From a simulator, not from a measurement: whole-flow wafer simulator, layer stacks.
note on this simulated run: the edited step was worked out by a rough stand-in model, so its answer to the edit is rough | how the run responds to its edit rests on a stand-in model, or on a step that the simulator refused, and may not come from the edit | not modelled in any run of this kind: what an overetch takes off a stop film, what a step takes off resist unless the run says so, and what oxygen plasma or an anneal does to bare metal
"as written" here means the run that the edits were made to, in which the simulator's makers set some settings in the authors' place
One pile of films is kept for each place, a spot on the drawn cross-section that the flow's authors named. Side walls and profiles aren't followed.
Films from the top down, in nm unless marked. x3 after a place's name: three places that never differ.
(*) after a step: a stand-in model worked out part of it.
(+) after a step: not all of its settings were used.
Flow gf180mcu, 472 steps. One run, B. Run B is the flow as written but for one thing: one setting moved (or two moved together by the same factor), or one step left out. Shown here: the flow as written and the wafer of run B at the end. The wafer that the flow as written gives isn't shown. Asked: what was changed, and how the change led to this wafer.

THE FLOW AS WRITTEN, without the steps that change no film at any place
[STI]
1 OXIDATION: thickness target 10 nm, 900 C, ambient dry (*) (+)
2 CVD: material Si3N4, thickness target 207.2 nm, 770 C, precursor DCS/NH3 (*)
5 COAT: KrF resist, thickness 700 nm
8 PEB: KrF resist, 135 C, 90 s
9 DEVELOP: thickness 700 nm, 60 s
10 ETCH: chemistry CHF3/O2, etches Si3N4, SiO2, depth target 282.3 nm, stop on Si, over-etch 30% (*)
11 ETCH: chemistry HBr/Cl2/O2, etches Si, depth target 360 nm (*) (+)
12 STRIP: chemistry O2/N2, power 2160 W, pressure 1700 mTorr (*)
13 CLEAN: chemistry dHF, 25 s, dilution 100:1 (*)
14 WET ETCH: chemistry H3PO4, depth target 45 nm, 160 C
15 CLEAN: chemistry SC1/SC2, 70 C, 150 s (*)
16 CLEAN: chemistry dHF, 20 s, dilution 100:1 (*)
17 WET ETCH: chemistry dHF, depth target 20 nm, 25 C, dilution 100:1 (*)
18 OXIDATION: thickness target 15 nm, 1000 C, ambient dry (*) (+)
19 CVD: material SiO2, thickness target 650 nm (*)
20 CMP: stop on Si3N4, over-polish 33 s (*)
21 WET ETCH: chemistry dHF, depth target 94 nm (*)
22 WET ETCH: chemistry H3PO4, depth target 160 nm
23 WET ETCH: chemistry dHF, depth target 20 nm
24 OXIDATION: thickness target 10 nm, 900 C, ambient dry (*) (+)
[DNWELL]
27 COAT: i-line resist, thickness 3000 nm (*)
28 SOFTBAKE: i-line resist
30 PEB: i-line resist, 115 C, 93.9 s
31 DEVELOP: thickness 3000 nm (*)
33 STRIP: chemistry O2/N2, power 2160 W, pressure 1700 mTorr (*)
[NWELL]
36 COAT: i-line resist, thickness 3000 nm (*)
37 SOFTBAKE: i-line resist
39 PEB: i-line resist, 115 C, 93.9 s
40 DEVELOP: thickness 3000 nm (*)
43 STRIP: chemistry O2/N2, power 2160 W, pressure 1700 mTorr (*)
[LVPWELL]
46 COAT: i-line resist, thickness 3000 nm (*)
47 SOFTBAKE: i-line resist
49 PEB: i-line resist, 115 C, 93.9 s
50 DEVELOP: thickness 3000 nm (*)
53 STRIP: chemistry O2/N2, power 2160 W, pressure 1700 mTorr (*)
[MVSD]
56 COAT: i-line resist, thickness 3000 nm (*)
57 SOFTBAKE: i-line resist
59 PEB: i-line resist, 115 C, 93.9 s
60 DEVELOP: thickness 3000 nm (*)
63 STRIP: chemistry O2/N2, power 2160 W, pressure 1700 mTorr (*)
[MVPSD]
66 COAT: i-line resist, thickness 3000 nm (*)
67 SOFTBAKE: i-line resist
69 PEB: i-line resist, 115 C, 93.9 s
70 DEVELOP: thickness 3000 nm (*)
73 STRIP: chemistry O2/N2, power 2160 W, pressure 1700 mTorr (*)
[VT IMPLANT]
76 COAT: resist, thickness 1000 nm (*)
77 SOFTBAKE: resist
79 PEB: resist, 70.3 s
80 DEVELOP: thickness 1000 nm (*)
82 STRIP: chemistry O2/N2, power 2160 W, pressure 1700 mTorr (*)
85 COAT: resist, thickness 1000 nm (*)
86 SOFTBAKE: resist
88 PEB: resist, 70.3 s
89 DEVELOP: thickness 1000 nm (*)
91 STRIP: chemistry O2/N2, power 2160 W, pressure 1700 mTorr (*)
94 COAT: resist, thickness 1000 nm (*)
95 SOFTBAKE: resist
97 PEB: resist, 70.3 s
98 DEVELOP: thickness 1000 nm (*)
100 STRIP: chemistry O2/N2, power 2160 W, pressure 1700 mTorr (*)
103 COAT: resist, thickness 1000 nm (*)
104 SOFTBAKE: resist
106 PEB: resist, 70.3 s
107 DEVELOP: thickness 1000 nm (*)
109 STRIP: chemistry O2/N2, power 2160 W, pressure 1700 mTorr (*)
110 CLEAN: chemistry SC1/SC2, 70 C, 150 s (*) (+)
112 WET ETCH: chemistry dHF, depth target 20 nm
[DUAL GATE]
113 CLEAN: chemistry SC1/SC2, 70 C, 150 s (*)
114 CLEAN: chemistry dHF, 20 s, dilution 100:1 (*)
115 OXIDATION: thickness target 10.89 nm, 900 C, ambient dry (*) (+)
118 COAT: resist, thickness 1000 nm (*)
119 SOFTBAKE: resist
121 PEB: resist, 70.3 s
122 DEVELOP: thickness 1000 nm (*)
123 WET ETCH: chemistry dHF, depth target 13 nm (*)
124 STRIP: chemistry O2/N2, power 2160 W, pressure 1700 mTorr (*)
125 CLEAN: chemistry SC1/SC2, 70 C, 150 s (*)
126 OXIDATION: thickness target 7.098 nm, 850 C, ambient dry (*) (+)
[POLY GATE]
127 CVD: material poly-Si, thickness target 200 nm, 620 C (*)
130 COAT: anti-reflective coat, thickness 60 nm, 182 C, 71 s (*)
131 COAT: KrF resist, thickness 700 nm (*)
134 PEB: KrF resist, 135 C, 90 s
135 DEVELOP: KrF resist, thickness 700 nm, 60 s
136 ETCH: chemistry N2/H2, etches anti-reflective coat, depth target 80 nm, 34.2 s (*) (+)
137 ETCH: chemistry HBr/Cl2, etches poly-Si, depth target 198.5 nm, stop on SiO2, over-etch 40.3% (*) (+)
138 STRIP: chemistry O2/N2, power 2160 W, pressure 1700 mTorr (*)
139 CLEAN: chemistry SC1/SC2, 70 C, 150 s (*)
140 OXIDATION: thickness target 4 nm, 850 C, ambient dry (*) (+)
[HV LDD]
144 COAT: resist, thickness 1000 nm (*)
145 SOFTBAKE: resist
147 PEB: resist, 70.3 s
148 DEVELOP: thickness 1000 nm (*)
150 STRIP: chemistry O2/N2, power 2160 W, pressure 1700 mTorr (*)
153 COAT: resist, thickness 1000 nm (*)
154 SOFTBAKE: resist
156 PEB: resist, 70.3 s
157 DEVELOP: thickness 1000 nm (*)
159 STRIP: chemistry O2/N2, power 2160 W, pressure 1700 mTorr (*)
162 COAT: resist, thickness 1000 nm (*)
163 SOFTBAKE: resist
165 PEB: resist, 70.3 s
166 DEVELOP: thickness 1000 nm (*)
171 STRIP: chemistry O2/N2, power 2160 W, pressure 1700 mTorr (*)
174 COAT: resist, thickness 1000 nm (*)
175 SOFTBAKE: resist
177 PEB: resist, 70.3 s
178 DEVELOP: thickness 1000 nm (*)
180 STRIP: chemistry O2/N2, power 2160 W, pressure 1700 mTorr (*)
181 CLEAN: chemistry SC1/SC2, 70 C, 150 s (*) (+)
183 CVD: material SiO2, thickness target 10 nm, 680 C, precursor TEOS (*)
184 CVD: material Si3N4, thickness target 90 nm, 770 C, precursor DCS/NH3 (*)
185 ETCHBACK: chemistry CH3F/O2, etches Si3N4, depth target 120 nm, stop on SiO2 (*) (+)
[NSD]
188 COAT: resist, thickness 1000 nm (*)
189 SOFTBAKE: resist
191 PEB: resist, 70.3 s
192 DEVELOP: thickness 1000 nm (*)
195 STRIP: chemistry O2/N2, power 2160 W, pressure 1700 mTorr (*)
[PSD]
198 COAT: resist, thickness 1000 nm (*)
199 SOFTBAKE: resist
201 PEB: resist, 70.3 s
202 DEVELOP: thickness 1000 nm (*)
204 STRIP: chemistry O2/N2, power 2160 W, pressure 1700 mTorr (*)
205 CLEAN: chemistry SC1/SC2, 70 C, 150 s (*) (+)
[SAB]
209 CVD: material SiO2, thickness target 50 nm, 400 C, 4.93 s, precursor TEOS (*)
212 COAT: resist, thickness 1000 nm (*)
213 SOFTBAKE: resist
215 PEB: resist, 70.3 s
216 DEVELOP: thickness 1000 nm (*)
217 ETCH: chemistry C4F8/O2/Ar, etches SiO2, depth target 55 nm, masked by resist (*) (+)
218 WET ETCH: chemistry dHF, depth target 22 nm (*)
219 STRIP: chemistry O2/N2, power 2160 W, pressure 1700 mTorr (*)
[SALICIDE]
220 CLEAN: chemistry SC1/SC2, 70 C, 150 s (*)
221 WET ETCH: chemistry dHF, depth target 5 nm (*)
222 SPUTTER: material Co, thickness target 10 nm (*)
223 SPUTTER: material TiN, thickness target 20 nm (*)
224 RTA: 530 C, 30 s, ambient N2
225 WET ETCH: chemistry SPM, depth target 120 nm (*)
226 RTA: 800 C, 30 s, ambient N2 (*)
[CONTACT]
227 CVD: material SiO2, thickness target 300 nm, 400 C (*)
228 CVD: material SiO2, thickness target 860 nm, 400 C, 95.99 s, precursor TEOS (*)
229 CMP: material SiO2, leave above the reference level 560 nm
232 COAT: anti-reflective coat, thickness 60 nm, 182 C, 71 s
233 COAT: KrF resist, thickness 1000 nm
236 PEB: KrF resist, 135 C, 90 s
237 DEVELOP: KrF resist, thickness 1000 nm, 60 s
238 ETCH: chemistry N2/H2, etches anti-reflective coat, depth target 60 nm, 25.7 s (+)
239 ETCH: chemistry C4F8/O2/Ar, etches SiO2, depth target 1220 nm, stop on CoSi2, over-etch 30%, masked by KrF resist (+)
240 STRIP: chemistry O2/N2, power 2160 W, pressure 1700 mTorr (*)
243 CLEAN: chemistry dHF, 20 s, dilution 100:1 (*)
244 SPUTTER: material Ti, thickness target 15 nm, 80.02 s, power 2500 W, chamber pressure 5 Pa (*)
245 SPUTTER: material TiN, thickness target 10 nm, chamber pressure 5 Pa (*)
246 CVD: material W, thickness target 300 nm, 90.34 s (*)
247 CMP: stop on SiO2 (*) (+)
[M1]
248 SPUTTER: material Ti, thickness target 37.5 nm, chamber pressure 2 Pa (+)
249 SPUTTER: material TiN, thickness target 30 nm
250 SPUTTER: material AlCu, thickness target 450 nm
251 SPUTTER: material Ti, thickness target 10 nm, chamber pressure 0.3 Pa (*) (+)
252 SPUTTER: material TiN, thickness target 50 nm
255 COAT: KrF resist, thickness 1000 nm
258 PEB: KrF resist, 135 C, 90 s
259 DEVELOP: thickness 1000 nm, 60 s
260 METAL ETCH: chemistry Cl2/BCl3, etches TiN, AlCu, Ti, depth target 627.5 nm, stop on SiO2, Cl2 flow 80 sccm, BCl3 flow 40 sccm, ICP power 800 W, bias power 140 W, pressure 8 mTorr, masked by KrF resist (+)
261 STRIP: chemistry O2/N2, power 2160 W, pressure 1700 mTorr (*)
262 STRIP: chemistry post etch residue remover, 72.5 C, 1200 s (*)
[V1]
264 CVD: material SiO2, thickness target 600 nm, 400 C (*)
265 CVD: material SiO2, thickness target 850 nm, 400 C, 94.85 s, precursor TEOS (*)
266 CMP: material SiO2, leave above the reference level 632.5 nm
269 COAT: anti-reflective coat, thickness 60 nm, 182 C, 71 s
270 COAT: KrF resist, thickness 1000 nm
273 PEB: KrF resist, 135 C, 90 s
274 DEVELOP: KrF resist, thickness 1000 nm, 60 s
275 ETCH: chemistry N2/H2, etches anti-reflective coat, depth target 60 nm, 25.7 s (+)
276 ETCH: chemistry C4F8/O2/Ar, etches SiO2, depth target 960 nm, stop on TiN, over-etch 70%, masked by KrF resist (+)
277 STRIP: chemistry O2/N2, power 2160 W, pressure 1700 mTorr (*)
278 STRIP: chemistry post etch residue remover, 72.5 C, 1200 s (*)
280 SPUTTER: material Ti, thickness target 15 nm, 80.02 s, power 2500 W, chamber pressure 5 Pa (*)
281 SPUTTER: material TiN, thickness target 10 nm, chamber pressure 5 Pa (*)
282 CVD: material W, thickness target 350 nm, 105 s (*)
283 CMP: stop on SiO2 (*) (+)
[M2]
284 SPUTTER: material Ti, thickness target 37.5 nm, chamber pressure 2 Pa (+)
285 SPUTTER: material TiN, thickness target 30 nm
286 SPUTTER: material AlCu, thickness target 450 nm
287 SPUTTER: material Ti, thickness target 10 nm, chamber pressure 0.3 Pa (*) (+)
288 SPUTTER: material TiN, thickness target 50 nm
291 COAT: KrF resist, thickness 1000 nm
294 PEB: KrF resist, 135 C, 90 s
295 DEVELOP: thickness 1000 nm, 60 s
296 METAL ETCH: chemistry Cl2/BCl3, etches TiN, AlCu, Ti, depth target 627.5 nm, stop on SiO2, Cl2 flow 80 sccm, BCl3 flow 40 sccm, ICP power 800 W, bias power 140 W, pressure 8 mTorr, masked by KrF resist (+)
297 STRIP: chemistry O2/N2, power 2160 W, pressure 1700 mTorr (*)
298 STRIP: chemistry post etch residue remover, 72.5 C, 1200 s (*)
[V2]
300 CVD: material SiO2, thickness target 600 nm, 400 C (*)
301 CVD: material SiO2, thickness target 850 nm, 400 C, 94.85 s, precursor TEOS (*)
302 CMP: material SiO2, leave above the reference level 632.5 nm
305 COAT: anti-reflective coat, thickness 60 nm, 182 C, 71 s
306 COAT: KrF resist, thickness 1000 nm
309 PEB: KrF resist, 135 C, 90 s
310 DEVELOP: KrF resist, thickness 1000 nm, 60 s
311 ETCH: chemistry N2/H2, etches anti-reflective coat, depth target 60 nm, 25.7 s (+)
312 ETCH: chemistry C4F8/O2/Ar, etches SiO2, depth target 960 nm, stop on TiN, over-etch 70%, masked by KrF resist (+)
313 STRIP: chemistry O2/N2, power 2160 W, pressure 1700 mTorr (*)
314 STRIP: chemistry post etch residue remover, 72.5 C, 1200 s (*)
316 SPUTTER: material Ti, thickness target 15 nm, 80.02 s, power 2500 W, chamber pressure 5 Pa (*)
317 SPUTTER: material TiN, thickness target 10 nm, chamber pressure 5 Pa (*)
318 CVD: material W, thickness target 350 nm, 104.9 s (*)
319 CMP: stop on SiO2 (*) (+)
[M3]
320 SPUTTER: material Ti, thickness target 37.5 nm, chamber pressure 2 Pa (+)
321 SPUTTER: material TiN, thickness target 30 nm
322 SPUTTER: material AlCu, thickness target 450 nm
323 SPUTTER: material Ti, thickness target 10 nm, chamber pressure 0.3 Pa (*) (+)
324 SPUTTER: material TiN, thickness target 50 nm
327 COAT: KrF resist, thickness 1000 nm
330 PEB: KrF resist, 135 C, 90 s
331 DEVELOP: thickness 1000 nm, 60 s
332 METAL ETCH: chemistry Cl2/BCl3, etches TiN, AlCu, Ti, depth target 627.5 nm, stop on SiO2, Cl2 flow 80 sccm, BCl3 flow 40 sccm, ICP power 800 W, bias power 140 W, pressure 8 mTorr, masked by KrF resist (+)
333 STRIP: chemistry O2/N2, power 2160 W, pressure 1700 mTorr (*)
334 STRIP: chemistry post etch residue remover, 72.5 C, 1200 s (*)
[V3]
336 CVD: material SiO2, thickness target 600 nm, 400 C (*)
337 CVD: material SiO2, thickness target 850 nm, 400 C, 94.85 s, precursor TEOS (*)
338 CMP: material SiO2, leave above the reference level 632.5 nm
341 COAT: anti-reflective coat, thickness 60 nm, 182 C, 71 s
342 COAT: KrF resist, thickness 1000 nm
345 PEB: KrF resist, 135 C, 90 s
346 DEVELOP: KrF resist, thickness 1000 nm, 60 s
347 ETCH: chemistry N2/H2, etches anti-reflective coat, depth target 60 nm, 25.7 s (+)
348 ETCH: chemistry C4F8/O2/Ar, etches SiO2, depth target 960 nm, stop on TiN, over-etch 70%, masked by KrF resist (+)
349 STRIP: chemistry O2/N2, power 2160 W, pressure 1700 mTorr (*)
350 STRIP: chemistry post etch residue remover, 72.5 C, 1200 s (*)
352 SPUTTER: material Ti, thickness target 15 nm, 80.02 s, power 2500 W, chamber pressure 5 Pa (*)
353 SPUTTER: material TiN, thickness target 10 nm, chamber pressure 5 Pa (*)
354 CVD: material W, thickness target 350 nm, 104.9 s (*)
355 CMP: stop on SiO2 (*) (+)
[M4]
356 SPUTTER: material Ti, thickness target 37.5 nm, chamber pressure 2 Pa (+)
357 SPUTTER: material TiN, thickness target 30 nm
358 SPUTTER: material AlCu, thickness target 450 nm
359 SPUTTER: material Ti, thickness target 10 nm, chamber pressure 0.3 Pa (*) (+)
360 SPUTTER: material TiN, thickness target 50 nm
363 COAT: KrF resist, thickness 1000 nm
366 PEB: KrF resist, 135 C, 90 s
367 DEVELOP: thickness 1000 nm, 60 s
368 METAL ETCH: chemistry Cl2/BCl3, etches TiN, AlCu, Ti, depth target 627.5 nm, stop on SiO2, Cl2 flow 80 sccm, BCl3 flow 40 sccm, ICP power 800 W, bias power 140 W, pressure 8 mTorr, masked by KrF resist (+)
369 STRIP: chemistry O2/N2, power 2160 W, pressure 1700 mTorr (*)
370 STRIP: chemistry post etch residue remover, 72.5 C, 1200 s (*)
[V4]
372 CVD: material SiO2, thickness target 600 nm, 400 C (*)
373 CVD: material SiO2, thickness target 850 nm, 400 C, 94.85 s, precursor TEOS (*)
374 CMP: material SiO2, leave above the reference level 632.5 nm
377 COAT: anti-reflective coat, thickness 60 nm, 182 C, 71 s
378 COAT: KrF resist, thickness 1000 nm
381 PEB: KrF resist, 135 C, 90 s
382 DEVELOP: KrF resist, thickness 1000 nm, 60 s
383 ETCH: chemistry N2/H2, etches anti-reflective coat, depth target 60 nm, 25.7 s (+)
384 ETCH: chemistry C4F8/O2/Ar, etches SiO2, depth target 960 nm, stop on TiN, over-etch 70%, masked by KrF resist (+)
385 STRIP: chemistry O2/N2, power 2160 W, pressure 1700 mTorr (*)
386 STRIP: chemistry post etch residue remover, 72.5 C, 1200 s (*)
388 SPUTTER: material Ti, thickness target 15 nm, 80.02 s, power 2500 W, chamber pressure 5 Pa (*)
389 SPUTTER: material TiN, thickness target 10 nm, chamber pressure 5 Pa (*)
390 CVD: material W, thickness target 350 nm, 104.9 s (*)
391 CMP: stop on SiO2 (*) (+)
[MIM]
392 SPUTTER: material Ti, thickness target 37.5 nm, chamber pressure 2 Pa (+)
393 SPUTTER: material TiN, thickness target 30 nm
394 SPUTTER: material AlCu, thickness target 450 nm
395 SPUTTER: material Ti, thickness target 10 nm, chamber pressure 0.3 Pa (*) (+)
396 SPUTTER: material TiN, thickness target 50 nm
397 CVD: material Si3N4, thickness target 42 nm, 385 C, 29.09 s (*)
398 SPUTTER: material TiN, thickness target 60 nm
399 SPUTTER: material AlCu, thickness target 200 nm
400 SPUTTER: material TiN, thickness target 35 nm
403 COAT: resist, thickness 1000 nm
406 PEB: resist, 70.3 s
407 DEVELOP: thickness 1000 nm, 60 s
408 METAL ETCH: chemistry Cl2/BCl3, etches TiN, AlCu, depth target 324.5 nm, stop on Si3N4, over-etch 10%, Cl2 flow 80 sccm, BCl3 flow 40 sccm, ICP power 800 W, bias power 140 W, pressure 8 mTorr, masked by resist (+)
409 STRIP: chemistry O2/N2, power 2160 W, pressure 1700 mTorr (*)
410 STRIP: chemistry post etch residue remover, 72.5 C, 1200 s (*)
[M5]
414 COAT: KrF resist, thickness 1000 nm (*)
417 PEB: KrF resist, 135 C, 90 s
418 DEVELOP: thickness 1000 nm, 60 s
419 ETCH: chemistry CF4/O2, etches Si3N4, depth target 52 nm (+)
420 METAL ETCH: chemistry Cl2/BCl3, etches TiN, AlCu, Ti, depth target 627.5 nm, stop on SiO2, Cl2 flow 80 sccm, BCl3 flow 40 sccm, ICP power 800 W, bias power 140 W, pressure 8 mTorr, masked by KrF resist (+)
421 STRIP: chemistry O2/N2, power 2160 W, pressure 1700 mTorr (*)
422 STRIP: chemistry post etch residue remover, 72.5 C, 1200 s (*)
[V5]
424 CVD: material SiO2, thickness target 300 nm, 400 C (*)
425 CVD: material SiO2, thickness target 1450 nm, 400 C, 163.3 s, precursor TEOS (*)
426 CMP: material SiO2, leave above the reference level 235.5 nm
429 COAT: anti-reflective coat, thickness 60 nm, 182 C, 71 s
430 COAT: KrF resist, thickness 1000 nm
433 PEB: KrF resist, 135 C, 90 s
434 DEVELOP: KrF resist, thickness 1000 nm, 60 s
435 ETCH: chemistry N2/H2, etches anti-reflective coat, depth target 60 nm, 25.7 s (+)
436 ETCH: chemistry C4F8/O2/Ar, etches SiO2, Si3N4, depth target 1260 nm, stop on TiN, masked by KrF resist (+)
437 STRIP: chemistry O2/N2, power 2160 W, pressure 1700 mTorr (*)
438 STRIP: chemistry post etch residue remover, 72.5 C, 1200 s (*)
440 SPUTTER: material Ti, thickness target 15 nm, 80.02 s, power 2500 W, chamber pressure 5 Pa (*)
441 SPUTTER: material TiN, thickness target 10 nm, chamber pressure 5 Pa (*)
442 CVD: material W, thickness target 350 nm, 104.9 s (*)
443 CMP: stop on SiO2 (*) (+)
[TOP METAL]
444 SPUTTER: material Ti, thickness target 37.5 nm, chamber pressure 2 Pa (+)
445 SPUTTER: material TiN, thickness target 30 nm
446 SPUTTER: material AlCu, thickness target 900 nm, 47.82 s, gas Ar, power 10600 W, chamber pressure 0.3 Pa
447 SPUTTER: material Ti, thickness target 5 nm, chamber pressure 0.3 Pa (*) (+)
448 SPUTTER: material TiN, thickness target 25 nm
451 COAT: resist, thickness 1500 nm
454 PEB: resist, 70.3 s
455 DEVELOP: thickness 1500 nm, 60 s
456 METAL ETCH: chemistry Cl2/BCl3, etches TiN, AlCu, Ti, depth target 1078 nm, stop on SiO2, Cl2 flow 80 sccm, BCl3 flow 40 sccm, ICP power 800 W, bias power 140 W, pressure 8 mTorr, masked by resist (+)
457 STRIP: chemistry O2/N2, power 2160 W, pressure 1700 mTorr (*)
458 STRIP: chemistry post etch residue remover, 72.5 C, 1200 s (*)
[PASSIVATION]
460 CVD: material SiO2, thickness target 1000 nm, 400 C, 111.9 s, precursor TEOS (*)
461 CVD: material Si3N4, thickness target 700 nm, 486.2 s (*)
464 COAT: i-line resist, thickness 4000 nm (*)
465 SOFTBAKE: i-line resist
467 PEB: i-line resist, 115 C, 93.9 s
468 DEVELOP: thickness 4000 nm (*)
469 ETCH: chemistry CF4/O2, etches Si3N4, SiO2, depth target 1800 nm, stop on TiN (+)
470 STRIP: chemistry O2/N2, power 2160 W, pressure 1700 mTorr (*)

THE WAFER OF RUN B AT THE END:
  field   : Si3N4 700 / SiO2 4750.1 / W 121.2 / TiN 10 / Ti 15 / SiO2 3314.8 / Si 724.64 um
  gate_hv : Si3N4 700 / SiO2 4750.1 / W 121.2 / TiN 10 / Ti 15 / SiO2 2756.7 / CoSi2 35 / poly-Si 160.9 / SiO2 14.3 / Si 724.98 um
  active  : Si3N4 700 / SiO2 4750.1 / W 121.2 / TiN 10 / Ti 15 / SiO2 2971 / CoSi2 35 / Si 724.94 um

The cause: step 301, CVD: thickness target 361 nm was run, where the flow has thickness target 850 nm; step 301, CVD: 40.31 s was run, where the flow has 94.85 s.

How the change led to this, step by step:
  301 CVD: material SiO2, thickness target 850 nm, 400 C, 94.85 s, precursor TEOS (*)
      field, field__w1, field__w2 and 108 more: SiO2 +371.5 (as written it would be: SiO2 +850)
  302 CMP: material SiO2, leave above the reference level 632.5 nm
      field, field__w1, field__w2 and 103 more: nothing (as written it would be: SiO2 -300)
      field__w8, contact, m1, m1__w1, m1_nw: SiO2 -398.6 (as written it would be: SiO2 -877.1)
  305 COAT: anti-reflective coat, thickness 60 nm, 182 C, 71 s
      nw_enc_fld_lv__w3, m1_nw: anti-reflective coat +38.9 (new film) (as written it would be: anti-reflective coat +60 (new film))
      field: anti-reflective coat +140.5 (new film) (as written it would be: anti-reflective coat +60 (new film))
      (and at 19 more places)
  306 COAT: KrF resist, thickness 1000 nm
      field: KrF resist +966 (new film) (as written it would be: KrF resist +1000 (new film))
      field__w1: KrF resist +972.2 (new film) (as written it would be: KrF resist +1000 (new film))
      (and at 14 more places)
  309 PEB: KrF resist, 135 C, 90 s
      contact, m1_nw: KrF resist -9 (as written it would be: KrF resist -10.5)
      polyc_n, polyc_n_rim: KrF resist -12.3 (as written it would be: KrF resist -10.5)
      (and at 6 more places)
  310 DEVELOP: KrF resist, thickness 1000 nm, 60 s
      contact: KrF resist -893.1 (all of it) (as written it would be: KrF resist -989.5 (all of it))
  311 ETCH: chemistry N2/H2, etches anti-reflective coat, depth target 60 nm, 25.7 s (+)
      contact: anti-reflective coat -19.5 (all of it), SiO2 -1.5 (as written it would be: anti-reflective coat -60 (all of it), SiO2 -0.46)
  313 STRIP: chemistry O2/N2, power 2160 W, pressure 1700 mTorr (*)
      field: KrF resist -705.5 (all of it), anti-reflective coat -140.5 (all of it) (as written it would be: KrF resist -739.2 (all of it), anti-reflective coat -60 (all of it))
      field__w1: KrF resist -711.7 (all of it), anti-reflective coat -90.5 (all of it) (as written it would be: KrF resist -739.2 (all of it), anti-reflective coat -60 (all of it))
      (and at 20 more places)
  316 SPUTTER: material Ti, thickness target 15 nm, 80.02 s, power 2500 W, chamber pressure 5 Pa (*)
      contact: Ti +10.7 (new film) (as written it would be: Ti +9.65 (new film))
  317 SPUTTER: material TiN, thickness target 10 nm, chamber pressure 5 Pa (*)
      contact: TiN +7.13 (new film) (as written it would be: TiN +6.4 (new film))
  318 CVD: material W, thickness target 350 nm, 104.9 s (*)
      contact: W +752 (new film) (as written it would be: W +932.3 (new film))
  319 CMP: stop on SiO2 (*) (+)
      field, field__w1, field__w2 and 103 more: W -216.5 (as written it would be: W -350 (all of it), TiN -10 (all of it), Ti -15 (all of it), SiO2 -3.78)
      field__w8, m1, m1__w1, m1_nw: W -350 (all of it), TiN -10 (all of it), Ti -15 (all of it), SiO2 -20 (as written it would be: W -350 (all of it), TiN -10 (all of it), Ti -15 (all of it), SiO2 -3.78)
      (and at 1 more place)
  332 METAL ETCH: chemistry Cl2/BCl3, etches TiN, AlCu, Ti, depth target 627.5 nm, stop on SiO2, Cl2 flow 80 sccm, BCl3 flow 40 sccm, ICP power 800 W, bias power 140 W, pressure 8 mTorr, masked by KrF resist (+)
      field, field__w1, field__w2 and 103 more: TiN -50 (all of it), Ti -10 (all of it), AlCu -450 (all of it), TiN -30 (all of it), Ti -37.5 (all of it), W -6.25 (as written it would be: TiN -50 (all of it), Ti -10 (all of it), AlCu -450 (all of it), TiN -30 (all of it), Ti -37.5 (all of it))
  334 STRIP: chemistry post etch residue remover, 72.5 C, 1200 s (*)
      field, field__w1, field__w2 and 103 more: W -6.01 (as written it would be: nothing)
  336 CVD: material SiO2, thickness target 600 nm, 400 C (*)
      field, field__w1, field__w2 and 103 more: SiO2 +600 (new film) (as written it would be: SiO2 +600)
  338 CMP: material SiO2, leave above the reference level 632.5 nm
      field, field__w1, field__w2 and 103 more: SiO2 -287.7 (as written it would be: SiO2 -300)
Counting metal films that touch as one body, field has 1 body; the flow as written gives 0 bodies.
Counting metal films that touch as one body, gate_hv has 2 bodies (between them, from the top down: SiO2 2756.7); the flow as written gives 1 body.
Counting metal films that touch as one body, active has 2 bodies (between them, from the top down: SiO2 2971); the flow as written gives 1 body.
